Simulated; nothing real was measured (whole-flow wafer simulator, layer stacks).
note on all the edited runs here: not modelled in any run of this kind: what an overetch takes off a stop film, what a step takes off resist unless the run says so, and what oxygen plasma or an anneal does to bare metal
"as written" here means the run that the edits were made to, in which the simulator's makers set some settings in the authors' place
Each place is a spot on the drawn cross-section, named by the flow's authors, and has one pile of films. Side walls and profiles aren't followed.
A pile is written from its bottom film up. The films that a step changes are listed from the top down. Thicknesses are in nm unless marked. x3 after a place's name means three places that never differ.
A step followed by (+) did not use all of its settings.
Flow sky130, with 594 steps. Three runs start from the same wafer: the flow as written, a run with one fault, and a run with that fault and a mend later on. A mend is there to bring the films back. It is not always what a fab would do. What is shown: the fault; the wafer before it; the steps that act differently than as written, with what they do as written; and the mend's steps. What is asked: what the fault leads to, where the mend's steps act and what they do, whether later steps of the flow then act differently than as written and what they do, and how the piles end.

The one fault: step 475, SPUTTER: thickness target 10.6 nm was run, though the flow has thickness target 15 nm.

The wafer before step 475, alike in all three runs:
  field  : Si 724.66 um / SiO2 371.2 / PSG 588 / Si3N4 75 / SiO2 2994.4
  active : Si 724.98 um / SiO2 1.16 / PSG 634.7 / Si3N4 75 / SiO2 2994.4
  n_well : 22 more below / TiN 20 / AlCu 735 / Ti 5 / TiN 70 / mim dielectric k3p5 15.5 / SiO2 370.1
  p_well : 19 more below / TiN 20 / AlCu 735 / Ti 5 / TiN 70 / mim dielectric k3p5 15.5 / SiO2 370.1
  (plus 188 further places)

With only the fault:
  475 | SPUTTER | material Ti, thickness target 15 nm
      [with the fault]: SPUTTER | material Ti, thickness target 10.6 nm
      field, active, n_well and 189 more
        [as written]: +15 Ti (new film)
        [with the fault]: +10.6 Ti (new film)
  Steps later in the flow that act otherwise than as written (9 more steps, not shown, differ only slightly: by at most 2% or 0.5 nm, whichever is larger):
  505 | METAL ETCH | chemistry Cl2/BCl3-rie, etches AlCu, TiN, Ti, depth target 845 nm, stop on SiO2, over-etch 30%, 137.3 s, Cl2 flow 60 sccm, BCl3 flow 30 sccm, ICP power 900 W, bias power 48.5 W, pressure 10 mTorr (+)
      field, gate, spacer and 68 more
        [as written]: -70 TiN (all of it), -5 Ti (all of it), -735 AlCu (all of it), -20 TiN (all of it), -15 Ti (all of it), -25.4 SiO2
        [with the fault]: -70 TiN (all of it), -5 Ti (all of it), -735 AlCu (all of it), -20 TiN (all of it), -10.6 Ti (all of it), -25.8 SiO2
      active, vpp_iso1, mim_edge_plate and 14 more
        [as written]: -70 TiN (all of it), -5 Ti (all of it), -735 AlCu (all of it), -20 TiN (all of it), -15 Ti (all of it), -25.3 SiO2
        [with the fault]: -70 TiN (all of it), -5 Ti (all of it), -735 AlCu (all of it), -20 TiN (all of it), -10.6 Ti (all of it), -25.8 SiO2
  The piles end different from the flow's at n_well, p_well, gate_hv and 102 more by more than 2% or 0.5 nm, whichever is larger.
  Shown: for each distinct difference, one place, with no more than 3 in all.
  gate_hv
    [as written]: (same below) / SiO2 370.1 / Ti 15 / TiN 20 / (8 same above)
    [with the fault]: (same below) / SiO2 370.1 / Ti 10.6 / TiN 20 / (8 same above)
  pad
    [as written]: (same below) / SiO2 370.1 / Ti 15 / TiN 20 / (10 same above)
    [with the fault]: (same below) / SiO2 370.1 / Ti 10.6 / TiN 20 / (10 same above)
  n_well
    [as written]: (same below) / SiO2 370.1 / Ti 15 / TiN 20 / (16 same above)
    [with the fault]: (same below) / SiO2 370.1 / Ti 10.6 / TiN 20 / (16 same above)

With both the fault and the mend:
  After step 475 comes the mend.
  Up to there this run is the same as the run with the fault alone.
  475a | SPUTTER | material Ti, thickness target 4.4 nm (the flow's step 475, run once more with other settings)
      field, active, n_well and 189 more
        +4.4 Ti
  Every later step of the flow that is run acts as written at every place that is followed.
  At every place that both follow, the piles at the end match the flow's.
